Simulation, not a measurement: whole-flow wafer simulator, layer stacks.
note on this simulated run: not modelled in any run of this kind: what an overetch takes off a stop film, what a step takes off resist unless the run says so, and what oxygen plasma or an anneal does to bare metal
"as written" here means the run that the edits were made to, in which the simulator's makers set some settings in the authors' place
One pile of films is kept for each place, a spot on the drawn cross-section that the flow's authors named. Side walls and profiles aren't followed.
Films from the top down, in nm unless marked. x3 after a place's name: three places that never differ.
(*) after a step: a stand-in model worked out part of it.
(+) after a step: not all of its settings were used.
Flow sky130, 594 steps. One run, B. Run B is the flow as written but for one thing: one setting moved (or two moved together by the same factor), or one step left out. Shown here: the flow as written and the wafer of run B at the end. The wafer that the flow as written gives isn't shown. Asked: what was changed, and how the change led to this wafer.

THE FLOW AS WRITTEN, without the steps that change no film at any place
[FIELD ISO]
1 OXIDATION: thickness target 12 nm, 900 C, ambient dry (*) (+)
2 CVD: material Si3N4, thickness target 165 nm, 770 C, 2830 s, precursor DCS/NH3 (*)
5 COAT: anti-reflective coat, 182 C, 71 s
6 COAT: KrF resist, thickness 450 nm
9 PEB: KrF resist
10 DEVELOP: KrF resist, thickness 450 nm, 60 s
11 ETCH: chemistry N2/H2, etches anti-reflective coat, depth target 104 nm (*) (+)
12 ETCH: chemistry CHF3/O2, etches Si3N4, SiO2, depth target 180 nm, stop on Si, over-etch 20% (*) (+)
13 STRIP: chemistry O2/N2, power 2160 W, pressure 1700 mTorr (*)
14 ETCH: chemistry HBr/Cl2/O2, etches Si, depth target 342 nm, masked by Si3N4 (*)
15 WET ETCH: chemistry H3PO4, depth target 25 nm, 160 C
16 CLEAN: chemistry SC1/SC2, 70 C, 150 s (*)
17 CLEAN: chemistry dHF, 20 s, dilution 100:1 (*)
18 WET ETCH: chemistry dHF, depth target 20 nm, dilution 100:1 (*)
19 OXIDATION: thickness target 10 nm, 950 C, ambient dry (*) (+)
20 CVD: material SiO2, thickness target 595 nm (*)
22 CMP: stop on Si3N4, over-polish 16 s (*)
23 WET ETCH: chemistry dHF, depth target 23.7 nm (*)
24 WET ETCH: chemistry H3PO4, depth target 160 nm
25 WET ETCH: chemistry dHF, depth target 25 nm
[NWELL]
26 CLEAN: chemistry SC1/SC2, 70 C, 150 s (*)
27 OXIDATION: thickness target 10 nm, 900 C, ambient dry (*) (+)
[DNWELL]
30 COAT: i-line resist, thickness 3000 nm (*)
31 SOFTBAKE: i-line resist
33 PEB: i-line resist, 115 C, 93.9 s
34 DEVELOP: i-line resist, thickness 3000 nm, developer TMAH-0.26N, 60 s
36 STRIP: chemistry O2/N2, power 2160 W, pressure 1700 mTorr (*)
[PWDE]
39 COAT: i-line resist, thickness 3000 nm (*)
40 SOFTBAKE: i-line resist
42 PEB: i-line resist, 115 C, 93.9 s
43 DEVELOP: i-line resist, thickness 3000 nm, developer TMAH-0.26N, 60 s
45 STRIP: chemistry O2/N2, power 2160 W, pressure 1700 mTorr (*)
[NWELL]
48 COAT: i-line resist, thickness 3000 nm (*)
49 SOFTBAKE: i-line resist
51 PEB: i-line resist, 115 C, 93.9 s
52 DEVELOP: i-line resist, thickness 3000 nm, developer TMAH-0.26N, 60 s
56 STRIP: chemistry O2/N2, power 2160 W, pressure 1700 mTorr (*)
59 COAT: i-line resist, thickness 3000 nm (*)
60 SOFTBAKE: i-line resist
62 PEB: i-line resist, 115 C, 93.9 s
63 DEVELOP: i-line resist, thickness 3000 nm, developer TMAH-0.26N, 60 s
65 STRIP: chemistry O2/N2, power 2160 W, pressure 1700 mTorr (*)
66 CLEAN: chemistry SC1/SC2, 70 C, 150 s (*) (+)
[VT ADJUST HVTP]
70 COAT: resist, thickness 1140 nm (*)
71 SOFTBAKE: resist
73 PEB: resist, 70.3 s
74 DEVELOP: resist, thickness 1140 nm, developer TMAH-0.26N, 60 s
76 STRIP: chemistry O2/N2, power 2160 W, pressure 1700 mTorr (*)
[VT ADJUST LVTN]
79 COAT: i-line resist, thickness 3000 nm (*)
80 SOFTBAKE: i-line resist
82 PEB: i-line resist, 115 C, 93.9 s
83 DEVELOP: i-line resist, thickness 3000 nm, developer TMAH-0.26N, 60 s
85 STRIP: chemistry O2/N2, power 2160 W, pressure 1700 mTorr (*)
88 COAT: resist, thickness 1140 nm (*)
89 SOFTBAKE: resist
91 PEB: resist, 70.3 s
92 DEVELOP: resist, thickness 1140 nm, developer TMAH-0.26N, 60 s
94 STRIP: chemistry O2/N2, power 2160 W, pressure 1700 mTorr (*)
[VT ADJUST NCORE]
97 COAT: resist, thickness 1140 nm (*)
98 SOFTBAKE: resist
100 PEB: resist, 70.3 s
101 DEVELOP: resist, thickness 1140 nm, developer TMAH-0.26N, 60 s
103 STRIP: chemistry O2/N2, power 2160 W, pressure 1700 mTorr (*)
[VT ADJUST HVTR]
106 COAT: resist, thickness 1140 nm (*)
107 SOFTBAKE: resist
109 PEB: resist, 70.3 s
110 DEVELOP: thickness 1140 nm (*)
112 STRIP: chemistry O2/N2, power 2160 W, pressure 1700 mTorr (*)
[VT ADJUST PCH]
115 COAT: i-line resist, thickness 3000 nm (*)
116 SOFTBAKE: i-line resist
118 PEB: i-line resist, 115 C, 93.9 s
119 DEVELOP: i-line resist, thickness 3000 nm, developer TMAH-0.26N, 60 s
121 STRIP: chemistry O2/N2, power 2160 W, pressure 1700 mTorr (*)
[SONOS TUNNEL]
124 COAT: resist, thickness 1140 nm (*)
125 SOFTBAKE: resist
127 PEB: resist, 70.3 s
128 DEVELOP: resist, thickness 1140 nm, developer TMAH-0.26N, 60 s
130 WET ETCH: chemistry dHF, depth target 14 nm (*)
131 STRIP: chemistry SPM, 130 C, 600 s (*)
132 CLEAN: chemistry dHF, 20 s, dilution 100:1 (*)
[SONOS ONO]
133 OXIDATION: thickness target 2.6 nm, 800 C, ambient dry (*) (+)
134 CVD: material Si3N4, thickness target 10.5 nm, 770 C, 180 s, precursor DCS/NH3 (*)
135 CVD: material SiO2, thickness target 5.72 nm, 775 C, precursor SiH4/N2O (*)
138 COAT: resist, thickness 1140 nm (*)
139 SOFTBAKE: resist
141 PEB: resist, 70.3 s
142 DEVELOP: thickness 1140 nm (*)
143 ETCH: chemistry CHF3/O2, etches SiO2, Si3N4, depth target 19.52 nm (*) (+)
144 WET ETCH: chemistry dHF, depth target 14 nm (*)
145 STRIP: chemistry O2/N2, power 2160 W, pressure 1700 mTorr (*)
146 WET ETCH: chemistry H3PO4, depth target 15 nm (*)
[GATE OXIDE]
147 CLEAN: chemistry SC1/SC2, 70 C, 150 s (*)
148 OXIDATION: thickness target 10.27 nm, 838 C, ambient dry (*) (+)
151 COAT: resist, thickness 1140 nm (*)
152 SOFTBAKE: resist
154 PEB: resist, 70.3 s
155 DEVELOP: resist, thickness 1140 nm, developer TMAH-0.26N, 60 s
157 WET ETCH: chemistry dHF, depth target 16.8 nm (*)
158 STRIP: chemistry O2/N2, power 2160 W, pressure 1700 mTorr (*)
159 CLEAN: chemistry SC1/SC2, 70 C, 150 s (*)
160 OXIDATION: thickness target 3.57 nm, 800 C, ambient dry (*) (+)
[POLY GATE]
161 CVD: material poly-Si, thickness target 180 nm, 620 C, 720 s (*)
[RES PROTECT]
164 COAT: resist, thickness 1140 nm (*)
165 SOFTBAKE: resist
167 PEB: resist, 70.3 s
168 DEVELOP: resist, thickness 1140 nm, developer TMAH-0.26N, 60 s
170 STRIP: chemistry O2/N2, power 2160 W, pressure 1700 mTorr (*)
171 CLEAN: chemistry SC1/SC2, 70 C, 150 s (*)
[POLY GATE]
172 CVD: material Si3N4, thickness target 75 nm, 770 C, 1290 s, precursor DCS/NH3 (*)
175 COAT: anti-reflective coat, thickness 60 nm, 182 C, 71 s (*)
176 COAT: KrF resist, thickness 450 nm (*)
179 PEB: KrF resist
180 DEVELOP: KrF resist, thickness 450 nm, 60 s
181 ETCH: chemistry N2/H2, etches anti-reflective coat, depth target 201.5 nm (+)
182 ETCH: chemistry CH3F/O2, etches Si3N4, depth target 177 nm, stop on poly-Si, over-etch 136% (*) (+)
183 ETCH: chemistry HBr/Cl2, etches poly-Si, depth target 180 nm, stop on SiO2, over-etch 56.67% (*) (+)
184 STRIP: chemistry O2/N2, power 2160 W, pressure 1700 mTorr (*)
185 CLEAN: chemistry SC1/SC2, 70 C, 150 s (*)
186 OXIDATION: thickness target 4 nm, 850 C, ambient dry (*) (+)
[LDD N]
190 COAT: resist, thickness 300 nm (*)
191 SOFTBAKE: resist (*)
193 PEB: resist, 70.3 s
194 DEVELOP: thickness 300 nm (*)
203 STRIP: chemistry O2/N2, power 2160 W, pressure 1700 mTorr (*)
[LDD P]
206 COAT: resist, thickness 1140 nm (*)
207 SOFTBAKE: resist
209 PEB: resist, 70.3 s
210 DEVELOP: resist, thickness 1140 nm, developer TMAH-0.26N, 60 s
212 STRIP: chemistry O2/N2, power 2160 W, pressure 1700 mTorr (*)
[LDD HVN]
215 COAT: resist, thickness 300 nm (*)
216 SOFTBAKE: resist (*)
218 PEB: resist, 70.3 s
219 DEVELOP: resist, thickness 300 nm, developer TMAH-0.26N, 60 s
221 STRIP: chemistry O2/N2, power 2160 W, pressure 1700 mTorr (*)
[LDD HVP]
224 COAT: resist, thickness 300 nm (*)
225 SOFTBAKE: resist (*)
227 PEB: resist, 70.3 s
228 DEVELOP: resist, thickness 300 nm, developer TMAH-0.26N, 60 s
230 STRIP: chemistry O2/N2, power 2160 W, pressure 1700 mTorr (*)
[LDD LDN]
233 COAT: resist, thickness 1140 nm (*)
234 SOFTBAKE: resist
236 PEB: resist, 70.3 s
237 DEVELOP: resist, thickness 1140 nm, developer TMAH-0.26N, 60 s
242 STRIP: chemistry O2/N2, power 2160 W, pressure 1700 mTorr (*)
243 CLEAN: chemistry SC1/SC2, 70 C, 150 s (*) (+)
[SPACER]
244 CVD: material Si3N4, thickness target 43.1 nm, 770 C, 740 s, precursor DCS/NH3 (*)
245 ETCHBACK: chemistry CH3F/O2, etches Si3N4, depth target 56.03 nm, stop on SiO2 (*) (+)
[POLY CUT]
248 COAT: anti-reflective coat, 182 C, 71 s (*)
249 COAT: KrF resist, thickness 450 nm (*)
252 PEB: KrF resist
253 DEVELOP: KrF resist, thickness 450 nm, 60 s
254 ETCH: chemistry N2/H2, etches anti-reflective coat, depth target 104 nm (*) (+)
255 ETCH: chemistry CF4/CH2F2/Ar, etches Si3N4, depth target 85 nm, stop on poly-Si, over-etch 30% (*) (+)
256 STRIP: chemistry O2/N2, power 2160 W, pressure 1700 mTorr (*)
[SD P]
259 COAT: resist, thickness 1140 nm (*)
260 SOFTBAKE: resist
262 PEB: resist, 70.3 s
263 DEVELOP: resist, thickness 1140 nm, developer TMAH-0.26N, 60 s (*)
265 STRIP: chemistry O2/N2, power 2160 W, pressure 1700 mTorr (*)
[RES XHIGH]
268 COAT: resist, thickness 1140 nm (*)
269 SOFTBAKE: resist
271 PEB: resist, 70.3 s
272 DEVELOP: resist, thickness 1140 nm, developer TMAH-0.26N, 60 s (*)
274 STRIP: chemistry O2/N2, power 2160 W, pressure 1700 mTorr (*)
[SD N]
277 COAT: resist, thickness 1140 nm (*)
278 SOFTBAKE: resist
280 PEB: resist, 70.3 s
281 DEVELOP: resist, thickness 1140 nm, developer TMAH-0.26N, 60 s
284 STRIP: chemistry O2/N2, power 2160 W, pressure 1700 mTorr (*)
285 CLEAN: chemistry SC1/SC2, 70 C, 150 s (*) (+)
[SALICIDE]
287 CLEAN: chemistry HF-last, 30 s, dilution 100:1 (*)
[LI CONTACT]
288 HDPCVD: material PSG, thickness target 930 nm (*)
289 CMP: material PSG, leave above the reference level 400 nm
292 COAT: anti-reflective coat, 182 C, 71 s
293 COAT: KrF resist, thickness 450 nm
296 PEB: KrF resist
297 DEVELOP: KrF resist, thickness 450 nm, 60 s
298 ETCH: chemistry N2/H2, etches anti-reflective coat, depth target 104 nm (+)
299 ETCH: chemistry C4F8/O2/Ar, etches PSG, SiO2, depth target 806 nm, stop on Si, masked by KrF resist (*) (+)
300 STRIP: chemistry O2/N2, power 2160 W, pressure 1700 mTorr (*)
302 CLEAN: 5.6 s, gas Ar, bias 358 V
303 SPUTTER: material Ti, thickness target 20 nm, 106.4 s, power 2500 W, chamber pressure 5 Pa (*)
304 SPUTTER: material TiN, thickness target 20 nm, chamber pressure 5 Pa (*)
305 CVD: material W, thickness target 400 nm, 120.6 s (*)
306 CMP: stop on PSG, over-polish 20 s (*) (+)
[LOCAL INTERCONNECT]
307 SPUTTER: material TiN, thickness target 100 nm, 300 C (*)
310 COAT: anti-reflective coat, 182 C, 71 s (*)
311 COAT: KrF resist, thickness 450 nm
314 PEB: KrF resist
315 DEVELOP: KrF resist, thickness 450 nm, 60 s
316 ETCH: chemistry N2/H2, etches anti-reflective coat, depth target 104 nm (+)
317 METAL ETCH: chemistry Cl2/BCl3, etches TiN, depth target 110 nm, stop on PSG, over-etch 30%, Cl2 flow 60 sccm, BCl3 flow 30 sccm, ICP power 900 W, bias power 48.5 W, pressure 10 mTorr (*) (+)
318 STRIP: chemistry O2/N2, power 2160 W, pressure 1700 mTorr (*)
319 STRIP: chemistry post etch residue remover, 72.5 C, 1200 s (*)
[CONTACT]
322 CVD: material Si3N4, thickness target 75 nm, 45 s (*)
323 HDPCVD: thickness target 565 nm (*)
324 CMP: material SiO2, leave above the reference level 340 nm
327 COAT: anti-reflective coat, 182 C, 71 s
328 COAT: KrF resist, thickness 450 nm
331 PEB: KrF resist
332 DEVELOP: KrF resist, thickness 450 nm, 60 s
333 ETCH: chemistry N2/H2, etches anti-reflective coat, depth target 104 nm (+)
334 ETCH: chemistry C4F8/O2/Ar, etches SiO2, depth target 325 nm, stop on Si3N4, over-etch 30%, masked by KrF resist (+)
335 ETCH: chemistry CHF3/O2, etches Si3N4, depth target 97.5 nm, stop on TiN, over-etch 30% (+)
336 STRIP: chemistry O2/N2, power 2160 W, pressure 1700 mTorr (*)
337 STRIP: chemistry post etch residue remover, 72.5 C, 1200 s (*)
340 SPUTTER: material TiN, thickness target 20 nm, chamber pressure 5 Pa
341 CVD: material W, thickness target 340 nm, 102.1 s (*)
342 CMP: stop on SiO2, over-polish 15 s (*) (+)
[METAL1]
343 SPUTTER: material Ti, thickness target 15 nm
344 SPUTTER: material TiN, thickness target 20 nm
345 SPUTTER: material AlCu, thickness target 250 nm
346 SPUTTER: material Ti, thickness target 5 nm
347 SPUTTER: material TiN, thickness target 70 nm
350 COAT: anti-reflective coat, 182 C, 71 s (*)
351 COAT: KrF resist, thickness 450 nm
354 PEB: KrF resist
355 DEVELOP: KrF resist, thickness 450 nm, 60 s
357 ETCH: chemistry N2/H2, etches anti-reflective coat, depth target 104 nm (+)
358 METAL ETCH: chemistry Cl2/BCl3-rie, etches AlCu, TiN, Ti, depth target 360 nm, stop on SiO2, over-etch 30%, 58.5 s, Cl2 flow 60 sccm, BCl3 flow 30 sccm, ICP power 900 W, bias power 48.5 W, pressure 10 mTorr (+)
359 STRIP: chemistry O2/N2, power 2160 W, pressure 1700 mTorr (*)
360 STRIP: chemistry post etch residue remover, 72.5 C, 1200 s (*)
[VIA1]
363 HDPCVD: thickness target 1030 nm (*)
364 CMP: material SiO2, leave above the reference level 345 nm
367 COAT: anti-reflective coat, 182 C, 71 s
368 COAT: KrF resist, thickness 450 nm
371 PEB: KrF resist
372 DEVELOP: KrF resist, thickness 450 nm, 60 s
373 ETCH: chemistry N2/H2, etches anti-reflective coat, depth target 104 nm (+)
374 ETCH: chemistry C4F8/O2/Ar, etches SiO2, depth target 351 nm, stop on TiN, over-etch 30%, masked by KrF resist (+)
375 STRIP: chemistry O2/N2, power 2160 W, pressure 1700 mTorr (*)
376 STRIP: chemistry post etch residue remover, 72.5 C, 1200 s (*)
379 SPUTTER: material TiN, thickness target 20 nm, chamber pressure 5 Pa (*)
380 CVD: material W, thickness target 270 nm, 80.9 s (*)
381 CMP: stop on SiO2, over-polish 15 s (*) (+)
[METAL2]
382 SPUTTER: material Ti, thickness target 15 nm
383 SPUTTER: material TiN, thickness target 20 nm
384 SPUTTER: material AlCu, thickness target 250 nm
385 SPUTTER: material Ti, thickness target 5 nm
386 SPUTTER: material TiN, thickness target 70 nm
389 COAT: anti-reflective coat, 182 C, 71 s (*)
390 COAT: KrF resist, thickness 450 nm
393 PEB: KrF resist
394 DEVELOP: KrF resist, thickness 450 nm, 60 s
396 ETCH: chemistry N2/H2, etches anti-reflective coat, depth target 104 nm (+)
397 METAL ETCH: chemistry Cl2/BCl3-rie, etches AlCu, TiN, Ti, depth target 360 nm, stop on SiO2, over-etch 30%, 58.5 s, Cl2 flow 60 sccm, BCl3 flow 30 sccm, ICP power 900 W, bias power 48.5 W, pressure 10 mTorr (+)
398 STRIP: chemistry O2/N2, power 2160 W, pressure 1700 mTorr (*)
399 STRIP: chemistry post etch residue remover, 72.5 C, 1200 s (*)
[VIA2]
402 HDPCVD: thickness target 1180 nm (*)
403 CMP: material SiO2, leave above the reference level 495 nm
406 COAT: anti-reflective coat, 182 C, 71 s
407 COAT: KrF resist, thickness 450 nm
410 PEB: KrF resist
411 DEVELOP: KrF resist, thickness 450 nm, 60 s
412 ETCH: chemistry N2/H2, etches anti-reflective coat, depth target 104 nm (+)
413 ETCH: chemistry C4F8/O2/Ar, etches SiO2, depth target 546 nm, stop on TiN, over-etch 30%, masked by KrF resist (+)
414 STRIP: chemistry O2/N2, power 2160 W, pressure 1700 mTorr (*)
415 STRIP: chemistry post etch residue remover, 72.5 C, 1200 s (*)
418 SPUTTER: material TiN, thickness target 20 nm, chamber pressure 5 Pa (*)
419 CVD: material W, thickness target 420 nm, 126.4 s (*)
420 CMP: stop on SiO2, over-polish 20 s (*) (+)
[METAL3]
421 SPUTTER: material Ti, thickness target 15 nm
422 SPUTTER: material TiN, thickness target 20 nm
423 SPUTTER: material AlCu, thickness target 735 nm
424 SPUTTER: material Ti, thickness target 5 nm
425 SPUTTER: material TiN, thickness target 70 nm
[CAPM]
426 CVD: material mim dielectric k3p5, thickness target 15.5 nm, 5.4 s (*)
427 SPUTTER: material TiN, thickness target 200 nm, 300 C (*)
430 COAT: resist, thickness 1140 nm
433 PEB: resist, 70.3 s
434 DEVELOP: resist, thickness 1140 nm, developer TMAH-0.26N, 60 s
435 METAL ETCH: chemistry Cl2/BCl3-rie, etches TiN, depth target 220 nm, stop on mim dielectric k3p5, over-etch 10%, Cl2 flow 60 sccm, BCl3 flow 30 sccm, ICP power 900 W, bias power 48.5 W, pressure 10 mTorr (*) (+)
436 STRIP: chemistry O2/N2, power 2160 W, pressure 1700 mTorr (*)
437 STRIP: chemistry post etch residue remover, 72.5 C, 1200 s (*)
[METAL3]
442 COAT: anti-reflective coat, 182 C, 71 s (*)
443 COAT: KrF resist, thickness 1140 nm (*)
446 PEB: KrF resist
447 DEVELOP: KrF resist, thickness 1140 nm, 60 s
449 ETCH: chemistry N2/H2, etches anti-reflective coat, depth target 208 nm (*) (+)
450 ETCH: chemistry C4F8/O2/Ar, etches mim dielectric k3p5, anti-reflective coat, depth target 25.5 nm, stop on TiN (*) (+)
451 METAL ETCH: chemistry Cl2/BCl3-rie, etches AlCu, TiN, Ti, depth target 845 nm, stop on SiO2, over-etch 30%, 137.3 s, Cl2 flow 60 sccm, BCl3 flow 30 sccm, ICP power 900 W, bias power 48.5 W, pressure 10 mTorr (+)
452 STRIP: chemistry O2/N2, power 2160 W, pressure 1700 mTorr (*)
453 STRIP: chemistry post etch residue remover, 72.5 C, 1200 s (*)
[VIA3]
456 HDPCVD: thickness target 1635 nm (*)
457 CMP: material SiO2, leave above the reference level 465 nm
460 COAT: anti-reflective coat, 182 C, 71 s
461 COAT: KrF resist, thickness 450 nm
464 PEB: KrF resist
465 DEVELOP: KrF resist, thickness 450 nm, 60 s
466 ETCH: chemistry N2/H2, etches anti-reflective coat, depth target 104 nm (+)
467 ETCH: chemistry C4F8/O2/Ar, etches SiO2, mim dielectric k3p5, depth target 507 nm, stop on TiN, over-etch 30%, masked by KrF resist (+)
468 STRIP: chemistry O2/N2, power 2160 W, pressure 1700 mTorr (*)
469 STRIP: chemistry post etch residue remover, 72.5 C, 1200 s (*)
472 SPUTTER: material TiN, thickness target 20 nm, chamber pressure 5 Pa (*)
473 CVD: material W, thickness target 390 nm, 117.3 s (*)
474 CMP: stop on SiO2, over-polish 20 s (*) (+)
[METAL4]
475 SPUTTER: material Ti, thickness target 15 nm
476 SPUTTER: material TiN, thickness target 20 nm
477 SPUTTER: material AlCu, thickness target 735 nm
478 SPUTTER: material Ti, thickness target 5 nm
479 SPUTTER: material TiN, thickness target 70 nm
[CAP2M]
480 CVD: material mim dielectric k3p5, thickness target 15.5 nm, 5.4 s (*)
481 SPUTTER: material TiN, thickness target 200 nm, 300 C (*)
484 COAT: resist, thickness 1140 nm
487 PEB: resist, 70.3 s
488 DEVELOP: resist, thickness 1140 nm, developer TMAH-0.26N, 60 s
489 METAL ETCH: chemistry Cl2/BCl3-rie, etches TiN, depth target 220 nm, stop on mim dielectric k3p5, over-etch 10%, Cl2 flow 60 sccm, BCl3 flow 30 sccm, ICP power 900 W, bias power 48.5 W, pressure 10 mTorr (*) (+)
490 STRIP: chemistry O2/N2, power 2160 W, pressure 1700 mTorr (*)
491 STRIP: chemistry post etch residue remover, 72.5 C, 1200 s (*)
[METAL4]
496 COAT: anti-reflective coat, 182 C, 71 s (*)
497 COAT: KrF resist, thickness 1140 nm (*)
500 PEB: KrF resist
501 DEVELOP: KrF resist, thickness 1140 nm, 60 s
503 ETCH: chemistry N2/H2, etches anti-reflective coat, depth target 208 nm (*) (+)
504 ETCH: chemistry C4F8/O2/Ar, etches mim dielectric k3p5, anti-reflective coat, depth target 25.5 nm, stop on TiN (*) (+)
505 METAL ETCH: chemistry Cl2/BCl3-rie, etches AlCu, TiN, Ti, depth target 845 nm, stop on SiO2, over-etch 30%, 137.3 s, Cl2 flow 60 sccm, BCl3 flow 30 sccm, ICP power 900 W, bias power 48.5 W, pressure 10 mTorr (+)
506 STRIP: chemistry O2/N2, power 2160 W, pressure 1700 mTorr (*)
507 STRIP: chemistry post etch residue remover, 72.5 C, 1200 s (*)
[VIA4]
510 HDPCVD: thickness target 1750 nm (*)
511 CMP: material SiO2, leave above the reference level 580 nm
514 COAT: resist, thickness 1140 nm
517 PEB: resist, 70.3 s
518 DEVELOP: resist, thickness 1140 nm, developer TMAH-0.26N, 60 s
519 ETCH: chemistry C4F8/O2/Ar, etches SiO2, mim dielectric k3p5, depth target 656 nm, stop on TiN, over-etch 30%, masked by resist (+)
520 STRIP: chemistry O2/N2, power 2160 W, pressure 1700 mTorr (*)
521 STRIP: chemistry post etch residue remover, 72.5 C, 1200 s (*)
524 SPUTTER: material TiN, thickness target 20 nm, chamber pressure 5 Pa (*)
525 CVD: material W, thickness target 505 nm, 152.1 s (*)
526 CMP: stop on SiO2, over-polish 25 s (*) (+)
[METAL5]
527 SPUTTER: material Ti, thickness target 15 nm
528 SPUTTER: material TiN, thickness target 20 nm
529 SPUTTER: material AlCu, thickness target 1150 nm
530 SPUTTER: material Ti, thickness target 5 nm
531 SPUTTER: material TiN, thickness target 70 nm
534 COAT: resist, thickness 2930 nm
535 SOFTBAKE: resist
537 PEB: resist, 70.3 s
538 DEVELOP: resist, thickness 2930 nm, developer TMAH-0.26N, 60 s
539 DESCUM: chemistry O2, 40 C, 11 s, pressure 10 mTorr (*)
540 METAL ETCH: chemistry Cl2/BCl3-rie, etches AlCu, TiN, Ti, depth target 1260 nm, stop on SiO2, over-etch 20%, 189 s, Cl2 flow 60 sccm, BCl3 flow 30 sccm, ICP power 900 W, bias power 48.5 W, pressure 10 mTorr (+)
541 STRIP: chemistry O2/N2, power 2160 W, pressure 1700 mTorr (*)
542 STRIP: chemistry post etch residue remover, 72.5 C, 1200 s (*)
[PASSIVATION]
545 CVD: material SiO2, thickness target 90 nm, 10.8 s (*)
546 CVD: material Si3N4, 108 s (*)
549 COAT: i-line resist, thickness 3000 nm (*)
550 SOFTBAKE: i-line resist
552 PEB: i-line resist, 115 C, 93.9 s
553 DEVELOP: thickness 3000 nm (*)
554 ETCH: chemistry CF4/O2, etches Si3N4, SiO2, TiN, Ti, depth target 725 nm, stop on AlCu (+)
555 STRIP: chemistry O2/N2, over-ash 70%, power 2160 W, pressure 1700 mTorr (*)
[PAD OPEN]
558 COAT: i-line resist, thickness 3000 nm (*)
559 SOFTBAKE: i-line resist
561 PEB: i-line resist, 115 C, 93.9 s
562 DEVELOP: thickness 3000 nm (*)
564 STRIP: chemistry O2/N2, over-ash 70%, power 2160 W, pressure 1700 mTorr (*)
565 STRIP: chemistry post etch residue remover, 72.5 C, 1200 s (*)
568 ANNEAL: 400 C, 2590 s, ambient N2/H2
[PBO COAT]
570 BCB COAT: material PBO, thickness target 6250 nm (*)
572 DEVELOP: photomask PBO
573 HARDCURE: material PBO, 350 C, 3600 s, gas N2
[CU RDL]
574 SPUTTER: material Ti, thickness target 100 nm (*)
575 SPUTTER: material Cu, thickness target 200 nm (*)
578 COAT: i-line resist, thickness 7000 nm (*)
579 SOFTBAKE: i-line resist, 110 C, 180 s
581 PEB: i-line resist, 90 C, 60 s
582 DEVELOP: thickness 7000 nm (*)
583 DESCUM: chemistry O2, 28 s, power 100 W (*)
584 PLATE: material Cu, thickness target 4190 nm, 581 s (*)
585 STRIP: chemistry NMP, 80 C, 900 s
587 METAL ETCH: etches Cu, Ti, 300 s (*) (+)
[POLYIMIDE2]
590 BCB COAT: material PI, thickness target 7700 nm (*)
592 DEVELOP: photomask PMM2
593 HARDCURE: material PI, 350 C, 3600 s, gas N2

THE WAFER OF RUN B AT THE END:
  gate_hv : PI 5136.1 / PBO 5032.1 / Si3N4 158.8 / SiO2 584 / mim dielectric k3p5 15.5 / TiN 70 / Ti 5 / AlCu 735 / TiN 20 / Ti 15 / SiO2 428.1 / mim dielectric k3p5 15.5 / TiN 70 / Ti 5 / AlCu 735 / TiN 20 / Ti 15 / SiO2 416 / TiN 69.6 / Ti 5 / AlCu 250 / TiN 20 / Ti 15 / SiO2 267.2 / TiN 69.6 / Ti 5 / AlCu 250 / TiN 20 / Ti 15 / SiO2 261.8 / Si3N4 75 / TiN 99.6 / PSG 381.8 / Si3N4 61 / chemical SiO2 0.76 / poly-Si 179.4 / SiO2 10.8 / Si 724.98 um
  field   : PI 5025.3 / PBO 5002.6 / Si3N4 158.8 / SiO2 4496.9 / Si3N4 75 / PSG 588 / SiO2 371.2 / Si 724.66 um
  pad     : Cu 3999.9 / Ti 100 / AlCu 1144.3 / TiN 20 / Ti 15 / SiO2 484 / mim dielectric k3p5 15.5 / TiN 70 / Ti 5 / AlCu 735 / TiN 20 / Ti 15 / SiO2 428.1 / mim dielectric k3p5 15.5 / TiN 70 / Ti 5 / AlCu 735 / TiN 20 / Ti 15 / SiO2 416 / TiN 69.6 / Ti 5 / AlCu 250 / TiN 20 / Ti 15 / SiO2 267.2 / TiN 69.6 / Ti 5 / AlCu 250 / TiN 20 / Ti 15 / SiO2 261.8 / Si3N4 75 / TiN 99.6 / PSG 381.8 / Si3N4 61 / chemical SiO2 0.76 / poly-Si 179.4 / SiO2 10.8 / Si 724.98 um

The cause: step 457, CMP: leave above the reference level 523 nm was run, where the flow has leave above the reference level 465 nm.

How the change led to this, step by step:
  457 CMP: material SiO2, leave above the reference level 465 nm
      n_well, p_well, gate_hv and 99 more: SiO2 -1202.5 (as written it would be: SiO2 -1260.5)
      field, active, gate and 82 more: SiO2 -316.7 (as written it would be: SiO2 -374.7)
      (and at 5 more places)
  467 ETCH: chemistry C4F8/O2/Ar, etches SiO2, mim dielectric k3p5, depth target 507 nm, stop on TiN, over-etch 30%, masked by KrF resist (+)
      m1: SiO2 -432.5 (all of it), mim dielectric k3p5 -15.5 (all of it) (as written it would be: SiO2 -374.5 (all of it), mim dielectric k3p5 -15.5 (all of it))
      via3_hole: SiO2 -431.9 (all of it), mim dielectric k3p5 -15.5 (all of it) (as written it would be: SiO2 -373.9 (all of it), mim dielectric k3p5 -15.5 (all of it))
  472 SPUTTER: material TiN, thickness target 20 nm, chamber pressure 5 Pa (*)
      m1, via3_hole: TiN +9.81 (as written it would be: TiN +10.6)
  473 CVD: material W, thickness target 390 nm, 117.3 s (*)
      m1: W +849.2 (new film) (as written it would be: W +790.5 (new film))
      via3_hole: W +848.6 (new film) (as written it would be: W +789.9 (new film))
